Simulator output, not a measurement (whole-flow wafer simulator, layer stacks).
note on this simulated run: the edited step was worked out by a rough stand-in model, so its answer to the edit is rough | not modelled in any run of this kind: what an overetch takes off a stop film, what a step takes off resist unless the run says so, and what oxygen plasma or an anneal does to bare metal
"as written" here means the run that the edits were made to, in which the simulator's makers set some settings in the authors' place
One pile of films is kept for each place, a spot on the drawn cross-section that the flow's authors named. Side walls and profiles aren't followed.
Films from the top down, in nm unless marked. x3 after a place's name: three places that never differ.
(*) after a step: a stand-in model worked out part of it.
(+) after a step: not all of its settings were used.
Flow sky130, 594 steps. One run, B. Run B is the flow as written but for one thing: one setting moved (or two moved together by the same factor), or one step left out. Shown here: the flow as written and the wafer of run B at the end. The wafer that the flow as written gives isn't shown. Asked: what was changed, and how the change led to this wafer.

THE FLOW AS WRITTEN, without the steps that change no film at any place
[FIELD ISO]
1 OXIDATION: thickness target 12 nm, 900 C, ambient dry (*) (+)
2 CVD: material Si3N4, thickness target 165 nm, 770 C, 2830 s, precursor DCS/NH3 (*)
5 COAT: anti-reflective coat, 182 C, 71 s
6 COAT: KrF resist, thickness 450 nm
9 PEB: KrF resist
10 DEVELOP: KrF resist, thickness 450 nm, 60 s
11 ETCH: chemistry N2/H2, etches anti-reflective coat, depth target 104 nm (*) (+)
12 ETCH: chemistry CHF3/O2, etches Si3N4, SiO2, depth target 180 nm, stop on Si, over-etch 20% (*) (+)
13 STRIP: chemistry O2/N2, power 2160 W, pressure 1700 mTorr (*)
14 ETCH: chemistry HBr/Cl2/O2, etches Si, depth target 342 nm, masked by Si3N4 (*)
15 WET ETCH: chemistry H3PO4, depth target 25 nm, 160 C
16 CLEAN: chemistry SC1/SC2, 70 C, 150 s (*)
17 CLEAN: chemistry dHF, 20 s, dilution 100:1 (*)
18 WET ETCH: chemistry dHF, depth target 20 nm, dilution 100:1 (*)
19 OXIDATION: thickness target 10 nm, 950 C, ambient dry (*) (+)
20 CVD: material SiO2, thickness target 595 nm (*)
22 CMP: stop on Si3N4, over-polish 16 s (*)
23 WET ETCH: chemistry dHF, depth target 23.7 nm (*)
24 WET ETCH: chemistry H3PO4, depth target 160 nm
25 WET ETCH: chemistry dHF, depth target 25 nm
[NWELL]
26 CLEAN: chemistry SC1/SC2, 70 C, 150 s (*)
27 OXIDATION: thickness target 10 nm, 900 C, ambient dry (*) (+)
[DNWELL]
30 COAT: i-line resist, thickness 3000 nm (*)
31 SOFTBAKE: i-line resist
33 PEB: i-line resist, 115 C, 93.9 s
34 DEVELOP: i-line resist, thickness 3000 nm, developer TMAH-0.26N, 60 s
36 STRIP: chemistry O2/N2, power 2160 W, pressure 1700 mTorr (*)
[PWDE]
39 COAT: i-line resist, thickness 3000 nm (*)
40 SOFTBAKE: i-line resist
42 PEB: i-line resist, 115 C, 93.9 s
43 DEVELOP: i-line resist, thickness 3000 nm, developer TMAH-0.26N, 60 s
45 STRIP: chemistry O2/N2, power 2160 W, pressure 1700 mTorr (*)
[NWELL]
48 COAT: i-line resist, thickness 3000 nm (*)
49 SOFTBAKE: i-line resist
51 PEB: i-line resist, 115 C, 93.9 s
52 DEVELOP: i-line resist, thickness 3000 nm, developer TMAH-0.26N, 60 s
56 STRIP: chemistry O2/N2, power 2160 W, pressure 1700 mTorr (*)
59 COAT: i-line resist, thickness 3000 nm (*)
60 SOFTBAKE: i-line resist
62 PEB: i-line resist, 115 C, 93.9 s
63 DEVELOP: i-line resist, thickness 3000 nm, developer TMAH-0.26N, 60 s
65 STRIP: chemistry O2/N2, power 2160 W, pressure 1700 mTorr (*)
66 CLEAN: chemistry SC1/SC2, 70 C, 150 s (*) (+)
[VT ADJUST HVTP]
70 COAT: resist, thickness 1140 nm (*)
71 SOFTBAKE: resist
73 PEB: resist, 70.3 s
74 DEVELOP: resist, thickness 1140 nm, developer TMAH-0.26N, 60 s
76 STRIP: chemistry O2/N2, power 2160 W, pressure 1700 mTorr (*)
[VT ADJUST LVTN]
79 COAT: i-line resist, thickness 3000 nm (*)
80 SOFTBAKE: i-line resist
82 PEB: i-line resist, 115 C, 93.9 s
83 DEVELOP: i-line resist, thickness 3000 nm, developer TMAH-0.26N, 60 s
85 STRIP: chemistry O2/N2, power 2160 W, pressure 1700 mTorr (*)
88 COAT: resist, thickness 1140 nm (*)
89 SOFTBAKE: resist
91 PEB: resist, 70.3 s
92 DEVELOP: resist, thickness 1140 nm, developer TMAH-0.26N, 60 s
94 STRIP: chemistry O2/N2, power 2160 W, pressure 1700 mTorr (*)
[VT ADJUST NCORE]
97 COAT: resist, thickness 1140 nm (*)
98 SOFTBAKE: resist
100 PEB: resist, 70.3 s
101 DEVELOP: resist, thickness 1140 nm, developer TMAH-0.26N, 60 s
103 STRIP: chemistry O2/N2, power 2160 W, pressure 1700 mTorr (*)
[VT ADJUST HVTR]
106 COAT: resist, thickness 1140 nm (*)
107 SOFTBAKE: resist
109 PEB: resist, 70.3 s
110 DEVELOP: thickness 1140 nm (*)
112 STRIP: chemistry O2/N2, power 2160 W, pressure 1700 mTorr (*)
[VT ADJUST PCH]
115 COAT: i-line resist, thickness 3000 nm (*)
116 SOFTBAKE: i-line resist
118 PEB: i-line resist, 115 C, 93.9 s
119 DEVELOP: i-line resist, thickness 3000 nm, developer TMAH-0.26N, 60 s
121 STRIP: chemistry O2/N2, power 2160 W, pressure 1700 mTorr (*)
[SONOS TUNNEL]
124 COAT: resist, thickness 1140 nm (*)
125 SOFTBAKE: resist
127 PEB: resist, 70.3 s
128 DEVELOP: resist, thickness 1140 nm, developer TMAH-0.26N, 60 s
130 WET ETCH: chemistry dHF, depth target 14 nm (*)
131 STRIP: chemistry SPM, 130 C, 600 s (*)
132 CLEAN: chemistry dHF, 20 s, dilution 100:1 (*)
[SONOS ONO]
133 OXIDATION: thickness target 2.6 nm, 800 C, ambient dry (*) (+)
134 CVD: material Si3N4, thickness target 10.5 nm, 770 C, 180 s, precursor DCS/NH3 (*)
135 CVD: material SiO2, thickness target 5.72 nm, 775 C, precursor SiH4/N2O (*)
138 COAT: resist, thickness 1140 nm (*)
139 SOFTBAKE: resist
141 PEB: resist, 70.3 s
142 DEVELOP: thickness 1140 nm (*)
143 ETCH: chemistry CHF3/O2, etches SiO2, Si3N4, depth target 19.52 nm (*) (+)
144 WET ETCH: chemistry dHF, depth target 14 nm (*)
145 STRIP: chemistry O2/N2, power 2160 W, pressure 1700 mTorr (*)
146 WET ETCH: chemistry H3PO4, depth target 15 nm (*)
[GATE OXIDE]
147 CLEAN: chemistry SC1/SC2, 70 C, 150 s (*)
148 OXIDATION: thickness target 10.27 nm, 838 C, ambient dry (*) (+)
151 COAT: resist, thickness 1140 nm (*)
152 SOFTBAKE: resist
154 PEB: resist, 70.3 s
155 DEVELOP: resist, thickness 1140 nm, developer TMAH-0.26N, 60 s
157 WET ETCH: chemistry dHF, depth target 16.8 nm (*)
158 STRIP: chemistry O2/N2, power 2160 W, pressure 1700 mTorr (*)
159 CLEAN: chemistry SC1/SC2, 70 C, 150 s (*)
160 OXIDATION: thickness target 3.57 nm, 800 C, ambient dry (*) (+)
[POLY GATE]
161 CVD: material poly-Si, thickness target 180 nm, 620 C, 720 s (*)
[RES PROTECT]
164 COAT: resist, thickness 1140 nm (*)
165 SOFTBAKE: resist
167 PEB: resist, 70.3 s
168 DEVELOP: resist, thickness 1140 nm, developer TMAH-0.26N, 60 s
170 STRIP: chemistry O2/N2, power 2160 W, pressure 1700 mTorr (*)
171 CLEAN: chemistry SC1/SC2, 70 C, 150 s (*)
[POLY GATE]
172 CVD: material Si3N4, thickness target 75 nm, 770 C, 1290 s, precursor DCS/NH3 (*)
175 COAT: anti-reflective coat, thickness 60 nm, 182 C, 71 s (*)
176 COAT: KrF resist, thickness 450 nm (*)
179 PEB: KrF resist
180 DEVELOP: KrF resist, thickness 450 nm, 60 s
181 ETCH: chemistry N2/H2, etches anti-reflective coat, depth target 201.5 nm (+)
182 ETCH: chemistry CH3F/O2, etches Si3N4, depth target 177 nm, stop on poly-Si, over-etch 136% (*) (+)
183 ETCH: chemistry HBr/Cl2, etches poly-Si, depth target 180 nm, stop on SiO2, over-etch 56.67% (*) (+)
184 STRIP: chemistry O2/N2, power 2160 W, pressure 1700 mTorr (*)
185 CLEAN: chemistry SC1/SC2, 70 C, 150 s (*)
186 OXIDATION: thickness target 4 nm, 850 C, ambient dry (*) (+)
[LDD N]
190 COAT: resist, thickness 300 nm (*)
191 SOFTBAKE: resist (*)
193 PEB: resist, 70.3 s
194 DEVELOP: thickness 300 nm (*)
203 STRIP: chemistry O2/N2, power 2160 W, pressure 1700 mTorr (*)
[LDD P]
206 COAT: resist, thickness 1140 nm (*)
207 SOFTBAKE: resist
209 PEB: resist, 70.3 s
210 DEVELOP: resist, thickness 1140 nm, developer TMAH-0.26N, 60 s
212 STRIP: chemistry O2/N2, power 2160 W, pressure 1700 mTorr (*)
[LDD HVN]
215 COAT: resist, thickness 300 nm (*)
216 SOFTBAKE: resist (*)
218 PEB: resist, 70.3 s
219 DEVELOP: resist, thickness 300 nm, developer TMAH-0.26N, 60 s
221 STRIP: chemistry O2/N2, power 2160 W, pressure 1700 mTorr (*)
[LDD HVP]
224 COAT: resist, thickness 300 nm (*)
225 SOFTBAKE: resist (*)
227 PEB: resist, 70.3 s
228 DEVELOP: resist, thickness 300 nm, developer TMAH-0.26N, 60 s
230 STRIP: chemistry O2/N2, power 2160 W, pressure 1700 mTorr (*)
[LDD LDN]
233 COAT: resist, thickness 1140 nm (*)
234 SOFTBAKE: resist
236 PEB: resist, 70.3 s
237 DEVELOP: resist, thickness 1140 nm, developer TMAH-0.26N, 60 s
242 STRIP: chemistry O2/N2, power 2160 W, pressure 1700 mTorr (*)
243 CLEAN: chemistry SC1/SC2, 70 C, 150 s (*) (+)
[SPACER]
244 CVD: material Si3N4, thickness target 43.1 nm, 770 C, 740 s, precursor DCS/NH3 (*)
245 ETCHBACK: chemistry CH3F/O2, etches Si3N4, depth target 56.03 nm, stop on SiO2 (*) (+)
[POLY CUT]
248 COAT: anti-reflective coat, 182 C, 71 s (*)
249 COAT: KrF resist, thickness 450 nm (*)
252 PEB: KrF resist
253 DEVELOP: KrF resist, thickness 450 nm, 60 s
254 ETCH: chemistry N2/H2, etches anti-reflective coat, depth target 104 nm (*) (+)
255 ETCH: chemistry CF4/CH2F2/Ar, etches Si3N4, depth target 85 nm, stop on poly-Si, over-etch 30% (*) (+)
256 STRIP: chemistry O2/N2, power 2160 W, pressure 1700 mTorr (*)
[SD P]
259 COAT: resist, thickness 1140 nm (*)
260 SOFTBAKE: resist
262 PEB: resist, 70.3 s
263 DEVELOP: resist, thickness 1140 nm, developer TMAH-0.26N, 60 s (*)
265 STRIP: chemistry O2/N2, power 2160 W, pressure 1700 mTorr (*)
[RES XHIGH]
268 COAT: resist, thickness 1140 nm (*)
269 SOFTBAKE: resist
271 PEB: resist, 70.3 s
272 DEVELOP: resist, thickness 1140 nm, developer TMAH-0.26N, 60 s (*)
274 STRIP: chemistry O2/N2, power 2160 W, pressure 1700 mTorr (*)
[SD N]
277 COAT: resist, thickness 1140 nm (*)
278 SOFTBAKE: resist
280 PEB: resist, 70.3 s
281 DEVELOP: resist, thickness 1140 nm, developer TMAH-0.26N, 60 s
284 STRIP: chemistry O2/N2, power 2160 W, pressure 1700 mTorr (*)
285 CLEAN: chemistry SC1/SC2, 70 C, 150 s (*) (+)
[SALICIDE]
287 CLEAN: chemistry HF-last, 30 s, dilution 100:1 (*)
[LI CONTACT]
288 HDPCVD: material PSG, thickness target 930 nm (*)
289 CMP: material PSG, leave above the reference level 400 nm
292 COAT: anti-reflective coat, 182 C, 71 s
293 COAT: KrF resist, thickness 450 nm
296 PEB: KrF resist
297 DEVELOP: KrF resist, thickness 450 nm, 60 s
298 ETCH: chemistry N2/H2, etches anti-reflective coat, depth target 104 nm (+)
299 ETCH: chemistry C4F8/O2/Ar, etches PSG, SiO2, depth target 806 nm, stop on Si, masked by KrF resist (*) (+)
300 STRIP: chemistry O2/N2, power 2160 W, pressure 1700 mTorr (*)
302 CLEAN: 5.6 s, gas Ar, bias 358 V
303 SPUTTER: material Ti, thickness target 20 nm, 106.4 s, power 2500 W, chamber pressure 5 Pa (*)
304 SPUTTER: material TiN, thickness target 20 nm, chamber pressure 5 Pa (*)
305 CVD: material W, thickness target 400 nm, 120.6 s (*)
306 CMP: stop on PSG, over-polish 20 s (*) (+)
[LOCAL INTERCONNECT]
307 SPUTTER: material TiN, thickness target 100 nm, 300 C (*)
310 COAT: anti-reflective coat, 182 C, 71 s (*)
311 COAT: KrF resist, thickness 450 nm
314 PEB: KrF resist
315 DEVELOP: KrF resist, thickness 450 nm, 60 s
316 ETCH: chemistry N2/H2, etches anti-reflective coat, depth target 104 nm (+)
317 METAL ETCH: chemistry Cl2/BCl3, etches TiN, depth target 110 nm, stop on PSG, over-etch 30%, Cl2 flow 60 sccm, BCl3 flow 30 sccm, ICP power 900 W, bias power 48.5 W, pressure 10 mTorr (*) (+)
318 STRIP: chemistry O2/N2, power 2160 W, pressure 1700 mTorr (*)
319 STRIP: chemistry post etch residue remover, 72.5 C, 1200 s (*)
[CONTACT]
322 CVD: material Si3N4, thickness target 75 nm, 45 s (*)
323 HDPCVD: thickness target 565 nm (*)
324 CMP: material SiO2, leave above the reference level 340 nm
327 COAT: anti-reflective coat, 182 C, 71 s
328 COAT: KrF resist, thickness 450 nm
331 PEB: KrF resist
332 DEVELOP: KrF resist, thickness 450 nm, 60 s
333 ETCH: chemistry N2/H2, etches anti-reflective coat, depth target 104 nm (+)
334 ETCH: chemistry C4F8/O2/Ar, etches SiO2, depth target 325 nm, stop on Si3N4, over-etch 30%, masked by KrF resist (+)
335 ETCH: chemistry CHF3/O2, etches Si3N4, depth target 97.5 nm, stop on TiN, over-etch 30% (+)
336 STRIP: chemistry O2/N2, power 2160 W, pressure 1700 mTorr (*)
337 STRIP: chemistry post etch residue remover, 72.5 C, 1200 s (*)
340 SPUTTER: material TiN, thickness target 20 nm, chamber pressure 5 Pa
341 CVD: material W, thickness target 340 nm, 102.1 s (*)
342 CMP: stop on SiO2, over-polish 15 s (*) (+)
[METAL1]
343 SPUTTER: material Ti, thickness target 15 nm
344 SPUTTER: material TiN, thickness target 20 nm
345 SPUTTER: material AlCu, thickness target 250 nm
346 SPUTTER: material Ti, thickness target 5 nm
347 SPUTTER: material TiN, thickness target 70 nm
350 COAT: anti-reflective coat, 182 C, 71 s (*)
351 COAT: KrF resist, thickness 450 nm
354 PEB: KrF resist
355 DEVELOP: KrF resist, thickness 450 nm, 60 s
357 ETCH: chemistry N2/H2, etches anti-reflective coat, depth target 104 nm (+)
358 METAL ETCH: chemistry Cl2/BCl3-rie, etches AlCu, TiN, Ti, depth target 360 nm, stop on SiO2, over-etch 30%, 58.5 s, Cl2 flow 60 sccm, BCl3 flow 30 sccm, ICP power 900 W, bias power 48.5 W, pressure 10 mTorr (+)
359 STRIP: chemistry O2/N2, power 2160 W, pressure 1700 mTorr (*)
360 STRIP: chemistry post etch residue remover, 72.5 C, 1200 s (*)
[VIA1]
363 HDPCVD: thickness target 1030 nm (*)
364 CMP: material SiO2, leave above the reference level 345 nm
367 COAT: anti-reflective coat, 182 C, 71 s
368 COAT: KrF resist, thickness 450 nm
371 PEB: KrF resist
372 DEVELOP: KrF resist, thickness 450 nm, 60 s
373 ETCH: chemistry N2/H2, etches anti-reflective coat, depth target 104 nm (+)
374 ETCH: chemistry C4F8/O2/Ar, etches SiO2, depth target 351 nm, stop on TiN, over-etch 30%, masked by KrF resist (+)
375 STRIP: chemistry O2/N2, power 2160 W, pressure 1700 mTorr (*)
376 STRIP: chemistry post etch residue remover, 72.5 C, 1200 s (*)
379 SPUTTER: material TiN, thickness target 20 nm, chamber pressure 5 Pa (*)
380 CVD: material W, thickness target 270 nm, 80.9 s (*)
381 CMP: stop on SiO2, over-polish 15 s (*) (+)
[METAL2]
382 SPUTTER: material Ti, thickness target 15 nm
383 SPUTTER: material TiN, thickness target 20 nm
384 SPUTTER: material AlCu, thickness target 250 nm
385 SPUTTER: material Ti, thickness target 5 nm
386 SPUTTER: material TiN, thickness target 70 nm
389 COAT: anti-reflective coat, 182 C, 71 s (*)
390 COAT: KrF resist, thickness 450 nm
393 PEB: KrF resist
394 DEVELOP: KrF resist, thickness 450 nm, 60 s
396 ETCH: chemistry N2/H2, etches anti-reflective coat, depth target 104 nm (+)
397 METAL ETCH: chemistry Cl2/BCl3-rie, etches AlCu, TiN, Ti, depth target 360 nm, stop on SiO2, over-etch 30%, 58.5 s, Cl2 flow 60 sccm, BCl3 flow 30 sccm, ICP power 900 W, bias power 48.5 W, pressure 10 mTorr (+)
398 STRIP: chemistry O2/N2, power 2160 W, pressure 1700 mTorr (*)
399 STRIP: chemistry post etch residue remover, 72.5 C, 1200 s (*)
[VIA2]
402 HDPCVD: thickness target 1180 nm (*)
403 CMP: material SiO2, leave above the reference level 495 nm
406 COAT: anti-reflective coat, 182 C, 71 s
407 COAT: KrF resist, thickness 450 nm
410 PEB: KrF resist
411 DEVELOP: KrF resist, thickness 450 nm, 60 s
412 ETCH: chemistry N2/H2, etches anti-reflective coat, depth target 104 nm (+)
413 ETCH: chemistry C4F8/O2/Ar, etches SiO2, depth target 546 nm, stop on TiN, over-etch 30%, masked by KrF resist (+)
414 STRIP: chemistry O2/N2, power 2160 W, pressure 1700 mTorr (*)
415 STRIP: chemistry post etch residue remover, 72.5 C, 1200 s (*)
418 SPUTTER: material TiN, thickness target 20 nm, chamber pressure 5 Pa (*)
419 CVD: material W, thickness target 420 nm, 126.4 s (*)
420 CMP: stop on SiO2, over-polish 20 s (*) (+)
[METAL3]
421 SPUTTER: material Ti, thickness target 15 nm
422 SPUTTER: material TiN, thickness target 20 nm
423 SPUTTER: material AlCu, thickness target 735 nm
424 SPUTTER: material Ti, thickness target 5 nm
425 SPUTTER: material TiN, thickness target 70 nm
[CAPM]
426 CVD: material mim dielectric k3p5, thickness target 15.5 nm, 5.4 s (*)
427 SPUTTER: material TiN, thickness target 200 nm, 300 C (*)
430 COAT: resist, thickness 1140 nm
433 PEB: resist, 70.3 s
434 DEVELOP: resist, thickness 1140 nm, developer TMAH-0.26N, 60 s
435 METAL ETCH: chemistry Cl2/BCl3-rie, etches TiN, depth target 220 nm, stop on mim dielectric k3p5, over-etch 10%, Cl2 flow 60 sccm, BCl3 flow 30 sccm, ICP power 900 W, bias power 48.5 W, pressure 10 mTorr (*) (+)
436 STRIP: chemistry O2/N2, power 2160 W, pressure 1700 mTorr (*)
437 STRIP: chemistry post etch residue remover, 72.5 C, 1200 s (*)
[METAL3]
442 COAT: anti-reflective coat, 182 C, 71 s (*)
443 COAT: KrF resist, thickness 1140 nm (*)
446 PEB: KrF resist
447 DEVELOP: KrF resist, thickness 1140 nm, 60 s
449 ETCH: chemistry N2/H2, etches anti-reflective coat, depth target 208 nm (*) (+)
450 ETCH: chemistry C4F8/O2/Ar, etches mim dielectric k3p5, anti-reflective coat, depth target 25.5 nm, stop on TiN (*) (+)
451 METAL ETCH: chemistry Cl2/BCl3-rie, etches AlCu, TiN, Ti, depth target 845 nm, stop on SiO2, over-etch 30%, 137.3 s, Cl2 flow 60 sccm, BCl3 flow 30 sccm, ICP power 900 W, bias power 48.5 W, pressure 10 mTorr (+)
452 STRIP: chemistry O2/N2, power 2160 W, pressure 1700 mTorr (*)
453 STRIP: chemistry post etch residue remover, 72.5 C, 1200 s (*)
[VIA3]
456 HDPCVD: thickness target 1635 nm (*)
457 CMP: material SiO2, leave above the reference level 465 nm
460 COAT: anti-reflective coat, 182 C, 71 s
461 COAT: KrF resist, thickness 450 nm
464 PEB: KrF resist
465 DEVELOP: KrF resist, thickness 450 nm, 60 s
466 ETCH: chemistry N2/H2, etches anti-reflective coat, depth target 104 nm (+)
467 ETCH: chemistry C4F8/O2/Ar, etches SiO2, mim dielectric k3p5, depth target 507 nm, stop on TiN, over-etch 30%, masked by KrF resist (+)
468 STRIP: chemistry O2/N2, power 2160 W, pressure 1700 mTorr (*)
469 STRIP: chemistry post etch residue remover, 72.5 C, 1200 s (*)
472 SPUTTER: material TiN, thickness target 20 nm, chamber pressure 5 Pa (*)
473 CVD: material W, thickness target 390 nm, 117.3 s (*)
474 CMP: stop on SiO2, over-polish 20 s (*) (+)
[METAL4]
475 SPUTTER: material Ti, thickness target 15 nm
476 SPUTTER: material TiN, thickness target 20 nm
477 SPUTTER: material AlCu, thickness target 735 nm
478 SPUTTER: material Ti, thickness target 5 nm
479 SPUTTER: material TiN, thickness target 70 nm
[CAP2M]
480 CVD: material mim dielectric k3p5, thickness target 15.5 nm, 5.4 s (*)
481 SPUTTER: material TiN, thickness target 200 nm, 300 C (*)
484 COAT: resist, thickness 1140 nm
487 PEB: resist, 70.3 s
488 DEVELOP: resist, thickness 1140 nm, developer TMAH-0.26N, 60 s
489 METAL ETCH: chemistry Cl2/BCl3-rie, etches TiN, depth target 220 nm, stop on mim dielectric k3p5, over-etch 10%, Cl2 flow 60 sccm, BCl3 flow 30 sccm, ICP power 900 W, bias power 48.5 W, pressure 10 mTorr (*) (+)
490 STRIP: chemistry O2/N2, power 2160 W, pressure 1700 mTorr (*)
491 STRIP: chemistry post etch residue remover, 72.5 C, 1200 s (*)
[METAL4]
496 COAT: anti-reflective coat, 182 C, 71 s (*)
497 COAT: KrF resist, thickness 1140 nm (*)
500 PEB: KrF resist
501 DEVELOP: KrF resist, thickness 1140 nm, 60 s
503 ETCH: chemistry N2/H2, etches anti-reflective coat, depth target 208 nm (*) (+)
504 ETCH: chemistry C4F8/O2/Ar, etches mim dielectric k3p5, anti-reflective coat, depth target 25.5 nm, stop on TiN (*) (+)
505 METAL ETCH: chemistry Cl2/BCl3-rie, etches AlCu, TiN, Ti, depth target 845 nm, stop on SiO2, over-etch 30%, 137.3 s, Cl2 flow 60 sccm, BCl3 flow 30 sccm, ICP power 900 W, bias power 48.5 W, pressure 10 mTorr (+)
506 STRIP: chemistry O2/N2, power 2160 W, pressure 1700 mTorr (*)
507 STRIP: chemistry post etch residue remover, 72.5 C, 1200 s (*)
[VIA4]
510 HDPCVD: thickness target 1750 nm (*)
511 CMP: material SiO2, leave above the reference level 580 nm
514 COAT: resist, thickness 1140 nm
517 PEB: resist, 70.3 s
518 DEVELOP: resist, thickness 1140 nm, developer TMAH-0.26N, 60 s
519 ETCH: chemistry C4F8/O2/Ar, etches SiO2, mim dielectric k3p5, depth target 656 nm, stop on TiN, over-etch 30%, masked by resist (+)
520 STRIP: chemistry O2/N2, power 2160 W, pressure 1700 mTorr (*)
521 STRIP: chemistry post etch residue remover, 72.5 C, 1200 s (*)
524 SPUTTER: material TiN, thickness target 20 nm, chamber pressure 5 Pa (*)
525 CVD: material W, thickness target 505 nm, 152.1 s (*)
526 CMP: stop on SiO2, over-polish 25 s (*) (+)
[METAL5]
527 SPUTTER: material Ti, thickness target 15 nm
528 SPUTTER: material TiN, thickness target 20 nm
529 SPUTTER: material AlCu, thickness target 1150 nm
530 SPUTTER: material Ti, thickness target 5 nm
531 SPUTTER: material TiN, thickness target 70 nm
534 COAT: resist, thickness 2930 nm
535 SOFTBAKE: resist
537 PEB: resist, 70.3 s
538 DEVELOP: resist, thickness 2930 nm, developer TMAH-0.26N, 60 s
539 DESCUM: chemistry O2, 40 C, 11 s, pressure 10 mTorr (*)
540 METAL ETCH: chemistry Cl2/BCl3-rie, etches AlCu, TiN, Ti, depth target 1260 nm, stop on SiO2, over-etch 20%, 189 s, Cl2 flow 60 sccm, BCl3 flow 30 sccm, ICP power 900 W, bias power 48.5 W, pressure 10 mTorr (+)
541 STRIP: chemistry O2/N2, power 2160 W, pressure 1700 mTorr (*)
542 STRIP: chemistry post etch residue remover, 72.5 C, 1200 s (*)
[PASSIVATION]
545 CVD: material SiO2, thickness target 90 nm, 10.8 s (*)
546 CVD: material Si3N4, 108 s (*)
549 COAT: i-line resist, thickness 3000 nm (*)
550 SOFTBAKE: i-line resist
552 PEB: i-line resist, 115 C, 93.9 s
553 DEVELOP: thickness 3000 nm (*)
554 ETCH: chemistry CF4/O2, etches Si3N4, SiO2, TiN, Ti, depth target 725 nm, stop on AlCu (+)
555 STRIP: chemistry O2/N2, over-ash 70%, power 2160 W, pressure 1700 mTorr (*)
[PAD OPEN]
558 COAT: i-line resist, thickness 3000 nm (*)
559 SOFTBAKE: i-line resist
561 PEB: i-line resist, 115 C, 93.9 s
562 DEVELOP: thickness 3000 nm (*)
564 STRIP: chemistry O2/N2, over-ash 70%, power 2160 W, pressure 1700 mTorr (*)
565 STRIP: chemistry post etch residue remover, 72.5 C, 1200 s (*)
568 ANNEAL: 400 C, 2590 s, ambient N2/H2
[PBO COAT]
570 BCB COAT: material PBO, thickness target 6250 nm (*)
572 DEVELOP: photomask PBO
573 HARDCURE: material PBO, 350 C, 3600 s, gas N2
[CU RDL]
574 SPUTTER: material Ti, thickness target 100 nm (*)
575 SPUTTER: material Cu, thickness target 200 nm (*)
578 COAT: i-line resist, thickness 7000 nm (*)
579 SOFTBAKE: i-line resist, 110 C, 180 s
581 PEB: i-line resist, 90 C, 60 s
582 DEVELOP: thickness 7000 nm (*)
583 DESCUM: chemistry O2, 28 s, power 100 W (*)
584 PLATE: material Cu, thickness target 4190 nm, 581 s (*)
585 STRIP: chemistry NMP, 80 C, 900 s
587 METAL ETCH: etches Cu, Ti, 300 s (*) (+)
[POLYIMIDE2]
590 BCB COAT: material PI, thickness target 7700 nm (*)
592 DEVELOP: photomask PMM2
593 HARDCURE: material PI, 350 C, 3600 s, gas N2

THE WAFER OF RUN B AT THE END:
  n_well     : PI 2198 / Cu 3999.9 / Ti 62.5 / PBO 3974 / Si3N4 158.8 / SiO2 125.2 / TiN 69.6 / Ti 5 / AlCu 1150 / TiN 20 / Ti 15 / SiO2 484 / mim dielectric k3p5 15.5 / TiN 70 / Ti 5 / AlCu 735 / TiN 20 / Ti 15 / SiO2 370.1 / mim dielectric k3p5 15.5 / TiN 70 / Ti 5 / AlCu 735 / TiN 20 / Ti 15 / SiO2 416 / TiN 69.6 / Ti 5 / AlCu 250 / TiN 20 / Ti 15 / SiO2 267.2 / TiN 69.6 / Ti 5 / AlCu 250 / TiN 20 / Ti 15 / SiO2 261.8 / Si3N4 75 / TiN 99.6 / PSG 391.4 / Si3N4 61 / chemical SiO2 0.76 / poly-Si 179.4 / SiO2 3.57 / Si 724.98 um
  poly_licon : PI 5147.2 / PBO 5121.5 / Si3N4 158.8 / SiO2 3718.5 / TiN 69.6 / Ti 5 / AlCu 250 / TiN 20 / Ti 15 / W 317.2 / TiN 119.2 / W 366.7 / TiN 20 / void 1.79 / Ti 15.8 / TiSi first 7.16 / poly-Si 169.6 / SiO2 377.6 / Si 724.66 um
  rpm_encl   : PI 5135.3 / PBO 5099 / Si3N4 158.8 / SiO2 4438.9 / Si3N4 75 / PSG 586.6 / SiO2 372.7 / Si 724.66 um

The cause: step 574, SPUTTER: thickness target 62.5 nm was run, where the flow has thickness target 100 nm.
It can be read off the wafer: n_well has Ti 62.5, and step 574 as written asks for 100 nm.

How the change led to this, step by step:
  574 SPUTTER: material Ti, thickness target 100 nm (*)
      field, active, n_well and 190 more: Ti +62.5 (new film) (as written it would be: Ti +100 (new film))
  587 METAL ETCH: etches Cu, Ti, 300 s (*) (+)
      field, active, gate and 167 more: Cu -200 (all of it), Ti -62.5 (all of it) (as written it would be: Cu -200 (all of it), Ti -100 (all of it))
  590 BCB COAT: material PI, thickness target 7700 nm (*)
      de16_gate_nw: PI +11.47 um (new film) (as written it would be: PI +11.5 um (new film))
